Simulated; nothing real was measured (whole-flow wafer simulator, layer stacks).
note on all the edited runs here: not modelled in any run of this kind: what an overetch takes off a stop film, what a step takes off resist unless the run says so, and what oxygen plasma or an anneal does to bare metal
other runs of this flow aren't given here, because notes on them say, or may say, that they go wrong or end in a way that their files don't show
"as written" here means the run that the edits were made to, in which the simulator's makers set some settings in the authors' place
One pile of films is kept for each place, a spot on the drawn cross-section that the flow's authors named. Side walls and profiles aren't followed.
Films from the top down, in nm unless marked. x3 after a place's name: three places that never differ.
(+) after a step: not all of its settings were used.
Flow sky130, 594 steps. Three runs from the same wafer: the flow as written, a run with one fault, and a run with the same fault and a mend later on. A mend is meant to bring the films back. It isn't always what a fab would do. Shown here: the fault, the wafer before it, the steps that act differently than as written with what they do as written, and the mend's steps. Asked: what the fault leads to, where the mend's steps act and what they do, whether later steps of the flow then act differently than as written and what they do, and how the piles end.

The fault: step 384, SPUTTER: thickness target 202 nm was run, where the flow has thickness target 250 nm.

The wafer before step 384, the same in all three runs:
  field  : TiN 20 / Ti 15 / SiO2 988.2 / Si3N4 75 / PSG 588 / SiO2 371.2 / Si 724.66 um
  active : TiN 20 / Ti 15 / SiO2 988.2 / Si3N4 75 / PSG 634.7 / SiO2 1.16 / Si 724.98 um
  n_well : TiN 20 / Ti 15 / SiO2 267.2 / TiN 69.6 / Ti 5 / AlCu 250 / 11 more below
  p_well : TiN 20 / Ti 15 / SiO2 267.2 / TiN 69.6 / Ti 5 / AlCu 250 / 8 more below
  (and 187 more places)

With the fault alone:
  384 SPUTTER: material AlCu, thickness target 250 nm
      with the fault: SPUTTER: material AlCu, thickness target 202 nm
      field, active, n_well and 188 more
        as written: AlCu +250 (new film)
        with the fault: AlCu +202 (new film)
  Later steps of the flow that act differently than as written (4 more steps differ only slightly, by at most 2% or 0.5 nm, whichever is larger, and aren't shown):
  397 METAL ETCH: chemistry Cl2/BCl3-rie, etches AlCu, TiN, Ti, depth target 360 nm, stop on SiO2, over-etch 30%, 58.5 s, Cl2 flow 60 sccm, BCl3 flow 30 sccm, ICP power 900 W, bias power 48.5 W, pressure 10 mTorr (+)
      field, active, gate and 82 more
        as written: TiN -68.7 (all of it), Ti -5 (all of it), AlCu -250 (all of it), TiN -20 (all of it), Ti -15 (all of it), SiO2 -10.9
        with the fault: TiN -68.7 (all of it), Ti -5 (all of it), AlCu -202 (all of it), TiN -20 (all of it), Ti -15 (all of it), SiO2 -15.7
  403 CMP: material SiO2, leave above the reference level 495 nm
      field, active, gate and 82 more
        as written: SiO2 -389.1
        with the fault: SiO2 -432.3
  At the end the piles differ from the flow's by more than 2% or 0.5 nm, whichever is larger, at n_well, p_well, gate_hv and 111 more.
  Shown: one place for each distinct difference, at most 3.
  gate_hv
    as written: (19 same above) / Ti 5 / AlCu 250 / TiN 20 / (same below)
    with the fault: (19 same above) / Ti 5 / AlCu 202 / TiN 20 / (same below)
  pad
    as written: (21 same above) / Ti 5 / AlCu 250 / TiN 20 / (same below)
    with the fault: (21 same above) / Ti 5 / AlCu 202 / TiN 20 / (same below)
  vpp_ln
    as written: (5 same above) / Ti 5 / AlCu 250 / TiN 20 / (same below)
    with the fault: (5 same above) / Ti 5 / AlCu 202 / TiN 20 / (same below)

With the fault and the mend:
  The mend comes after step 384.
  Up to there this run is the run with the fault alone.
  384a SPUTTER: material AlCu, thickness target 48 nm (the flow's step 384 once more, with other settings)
      field, active, n_well and 188 more
        AlCu +48
  No later step of the flow acts differently than as written at any place that is followed.
  At the end the piles are the same as the flow's at every place that both follow.
